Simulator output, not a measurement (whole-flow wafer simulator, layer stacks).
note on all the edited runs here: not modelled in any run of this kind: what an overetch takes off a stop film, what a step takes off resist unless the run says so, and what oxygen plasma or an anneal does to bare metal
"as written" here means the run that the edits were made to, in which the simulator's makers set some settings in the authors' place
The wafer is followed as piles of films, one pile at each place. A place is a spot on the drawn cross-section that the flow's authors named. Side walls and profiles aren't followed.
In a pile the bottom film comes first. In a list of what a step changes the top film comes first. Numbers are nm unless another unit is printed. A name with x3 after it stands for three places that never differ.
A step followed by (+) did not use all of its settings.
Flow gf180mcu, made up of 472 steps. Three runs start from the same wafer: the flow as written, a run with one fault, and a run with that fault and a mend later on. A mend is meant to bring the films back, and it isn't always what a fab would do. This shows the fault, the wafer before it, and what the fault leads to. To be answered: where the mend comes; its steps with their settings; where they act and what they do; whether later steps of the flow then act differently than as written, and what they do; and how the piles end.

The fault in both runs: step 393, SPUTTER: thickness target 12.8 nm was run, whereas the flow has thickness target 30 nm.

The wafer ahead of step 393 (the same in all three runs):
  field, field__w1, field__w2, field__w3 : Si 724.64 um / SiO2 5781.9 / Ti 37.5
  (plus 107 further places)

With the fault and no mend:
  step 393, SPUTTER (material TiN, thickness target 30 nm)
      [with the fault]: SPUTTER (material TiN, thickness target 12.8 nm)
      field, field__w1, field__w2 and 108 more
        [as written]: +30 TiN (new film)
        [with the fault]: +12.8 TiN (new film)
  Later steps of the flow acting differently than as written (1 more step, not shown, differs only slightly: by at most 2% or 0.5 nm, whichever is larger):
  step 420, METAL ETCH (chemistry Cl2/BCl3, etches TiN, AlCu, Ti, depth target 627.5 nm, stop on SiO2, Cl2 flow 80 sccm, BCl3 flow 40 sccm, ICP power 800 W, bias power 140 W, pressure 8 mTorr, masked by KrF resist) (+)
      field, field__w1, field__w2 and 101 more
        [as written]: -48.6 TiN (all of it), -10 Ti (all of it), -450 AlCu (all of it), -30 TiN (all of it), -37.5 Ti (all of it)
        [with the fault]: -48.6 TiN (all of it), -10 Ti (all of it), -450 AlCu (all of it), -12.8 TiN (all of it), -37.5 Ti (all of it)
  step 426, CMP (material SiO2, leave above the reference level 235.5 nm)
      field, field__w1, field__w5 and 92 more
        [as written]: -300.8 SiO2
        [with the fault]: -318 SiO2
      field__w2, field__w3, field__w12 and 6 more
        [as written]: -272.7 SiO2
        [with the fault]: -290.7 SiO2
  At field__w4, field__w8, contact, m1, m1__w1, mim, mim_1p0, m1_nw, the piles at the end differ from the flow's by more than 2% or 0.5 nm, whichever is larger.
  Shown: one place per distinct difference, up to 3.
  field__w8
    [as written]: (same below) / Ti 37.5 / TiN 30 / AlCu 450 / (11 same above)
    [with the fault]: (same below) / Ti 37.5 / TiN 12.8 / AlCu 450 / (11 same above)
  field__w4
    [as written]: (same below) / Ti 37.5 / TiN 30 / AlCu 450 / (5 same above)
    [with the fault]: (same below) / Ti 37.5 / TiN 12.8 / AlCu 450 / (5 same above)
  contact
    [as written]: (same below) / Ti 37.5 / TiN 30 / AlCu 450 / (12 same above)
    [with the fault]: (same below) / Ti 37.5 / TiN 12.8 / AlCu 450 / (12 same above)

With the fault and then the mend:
  After step 393 comes the mend.
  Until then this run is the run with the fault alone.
  step 393a, SPUTTER (material TiN, thickness target 17.2 nm) (a further turn of the flow's step 393, with different settings)
      field, field__w1, field__w2 and 108 more
        +17.2 TiN
  Later steps of the flow that are run all act as written at every place that is followed.
  The piles end the same as the flow's at every place that both follow.
